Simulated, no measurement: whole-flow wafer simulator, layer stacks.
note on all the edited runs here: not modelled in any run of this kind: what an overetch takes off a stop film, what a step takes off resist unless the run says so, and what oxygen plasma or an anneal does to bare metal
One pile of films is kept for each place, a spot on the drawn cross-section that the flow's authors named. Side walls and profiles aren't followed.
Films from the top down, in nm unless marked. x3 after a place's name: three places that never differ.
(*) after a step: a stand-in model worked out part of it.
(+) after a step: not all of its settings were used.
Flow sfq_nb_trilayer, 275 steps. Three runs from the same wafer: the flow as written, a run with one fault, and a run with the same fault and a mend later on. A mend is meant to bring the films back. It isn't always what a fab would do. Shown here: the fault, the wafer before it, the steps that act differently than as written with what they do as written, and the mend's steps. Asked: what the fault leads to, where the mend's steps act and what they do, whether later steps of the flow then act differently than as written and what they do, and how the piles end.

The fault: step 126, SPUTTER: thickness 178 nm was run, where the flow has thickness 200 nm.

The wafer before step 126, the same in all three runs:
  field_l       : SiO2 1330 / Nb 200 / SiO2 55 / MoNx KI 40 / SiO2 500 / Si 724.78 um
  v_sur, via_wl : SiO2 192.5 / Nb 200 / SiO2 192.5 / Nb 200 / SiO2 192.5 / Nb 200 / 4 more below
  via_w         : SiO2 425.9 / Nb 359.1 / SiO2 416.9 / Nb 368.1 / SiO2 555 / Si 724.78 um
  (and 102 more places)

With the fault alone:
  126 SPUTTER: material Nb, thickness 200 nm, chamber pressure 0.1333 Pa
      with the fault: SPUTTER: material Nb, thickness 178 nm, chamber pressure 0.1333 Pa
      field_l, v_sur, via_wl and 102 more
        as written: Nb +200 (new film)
        with the fault: Nb +178 (new film)
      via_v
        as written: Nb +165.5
        with the fault: Nb +147.2
  Later steps of the flow that act differently than as written (4 more steps differ only slightly, by at most 2% or 0.5 nm, whichever is larger, and aren't shown):
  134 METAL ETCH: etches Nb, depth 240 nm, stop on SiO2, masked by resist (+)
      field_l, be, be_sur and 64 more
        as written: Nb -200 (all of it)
        with the fault: Nb -178 (all of it)
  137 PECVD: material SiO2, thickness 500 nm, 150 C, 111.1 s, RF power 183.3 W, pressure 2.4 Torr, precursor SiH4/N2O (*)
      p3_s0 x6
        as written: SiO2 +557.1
        with the fault: SiO2 +535.1
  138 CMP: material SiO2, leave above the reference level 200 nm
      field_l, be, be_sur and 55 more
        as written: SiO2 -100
        with the fault: SiO2 -122
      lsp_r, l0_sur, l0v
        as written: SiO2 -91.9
        with the fault: SiO2 -114.8
  At the end the piles differ from the flow's by more than 2% or 0.5 nm, whichever is larger, at v_sur, via_wl, via_w and 36 more.
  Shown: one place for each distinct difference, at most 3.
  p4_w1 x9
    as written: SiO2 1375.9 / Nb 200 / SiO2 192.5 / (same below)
    with the fault: SiO2 1375.9 / Nb 178 / SiO2 192.5 / (same below)
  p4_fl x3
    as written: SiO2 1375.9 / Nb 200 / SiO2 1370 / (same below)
    with the fault: SiO2 1375.9 / Nb 178 / SiO2 1370 / (same below)
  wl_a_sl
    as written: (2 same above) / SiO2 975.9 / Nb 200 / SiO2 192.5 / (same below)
    with the fault: (2 same above) / SiO2 975.9 / Nb 178 / SiO2 192.5 / (same below)

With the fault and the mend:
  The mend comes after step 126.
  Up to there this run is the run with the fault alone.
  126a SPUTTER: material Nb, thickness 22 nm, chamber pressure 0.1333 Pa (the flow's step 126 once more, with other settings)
      field_l, v_sur, via_wl and 102 more
        Nb +22
      via_v
        Nb +16.6
  No later step of the flow acts differently than as written, at any place that is followed, by more than 2% or 0.5 nm, whichever is larger.
  At the end the piles differ from the flow's only slightly at the places that both follow, by at most 2% or 0.5 nm, whichever is larger.
